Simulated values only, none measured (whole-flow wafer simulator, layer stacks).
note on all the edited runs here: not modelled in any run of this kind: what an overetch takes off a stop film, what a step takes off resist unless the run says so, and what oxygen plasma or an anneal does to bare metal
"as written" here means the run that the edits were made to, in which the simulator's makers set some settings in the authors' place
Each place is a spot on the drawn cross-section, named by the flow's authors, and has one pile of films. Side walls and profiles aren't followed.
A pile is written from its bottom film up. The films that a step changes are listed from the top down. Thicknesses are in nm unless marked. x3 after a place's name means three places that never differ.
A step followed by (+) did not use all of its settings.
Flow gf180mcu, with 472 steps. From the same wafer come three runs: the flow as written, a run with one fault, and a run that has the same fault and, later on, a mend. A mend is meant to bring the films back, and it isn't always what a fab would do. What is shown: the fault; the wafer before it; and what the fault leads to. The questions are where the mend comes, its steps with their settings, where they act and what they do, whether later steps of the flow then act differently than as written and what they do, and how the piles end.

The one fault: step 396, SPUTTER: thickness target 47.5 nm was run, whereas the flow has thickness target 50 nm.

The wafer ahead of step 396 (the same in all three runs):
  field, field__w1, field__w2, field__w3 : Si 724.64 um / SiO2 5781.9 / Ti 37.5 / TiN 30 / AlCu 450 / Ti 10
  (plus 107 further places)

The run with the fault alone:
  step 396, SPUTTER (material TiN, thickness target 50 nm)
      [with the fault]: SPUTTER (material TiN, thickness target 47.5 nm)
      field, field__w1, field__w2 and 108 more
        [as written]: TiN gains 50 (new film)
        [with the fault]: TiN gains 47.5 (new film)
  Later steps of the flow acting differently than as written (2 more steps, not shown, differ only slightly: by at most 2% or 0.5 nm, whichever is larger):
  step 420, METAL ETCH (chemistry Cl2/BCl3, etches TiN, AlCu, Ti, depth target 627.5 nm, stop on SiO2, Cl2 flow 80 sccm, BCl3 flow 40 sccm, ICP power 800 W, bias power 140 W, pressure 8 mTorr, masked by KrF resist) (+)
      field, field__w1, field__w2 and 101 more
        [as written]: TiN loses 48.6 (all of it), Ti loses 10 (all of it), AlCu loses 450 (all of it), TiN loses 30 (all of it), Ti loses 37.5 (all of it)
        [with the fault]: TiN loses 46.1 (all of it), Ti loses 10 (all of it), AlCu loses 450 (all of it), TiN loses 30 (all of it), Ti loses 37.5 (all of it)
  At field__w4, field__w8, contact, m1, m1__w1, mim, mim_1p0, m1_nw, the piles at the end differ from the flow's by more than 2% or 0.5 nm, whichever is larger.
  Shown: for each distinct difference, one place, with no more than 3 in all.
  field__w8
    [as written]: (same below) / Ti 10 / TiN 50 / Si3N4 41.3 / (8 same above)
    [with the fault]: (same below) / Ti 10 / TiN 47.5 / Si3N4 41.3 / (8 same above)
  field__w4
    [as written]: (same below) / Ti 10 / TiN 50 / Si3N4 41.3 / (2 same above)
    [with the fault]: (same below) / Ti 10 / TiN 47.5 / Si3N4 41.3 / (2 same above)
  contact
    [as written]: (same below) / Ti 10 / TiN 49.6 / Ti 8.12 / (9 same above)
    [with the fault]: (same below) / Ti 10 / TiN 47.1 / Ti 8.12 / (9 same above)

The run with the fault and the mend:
  The mend stands after step 396.
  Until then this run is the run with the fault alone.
  step 396a, SPUTTER (material TiN, thickness target 2.5 nm) (a further turn of the flow's step 396, with different settings)
      field, field__w1, field__w2 and 108 more
        TiN gains 2.5
  Every later step of the flow that is run acts as written at every place that is followed.
  At every place that both follow, the piles at the end match the flow's.
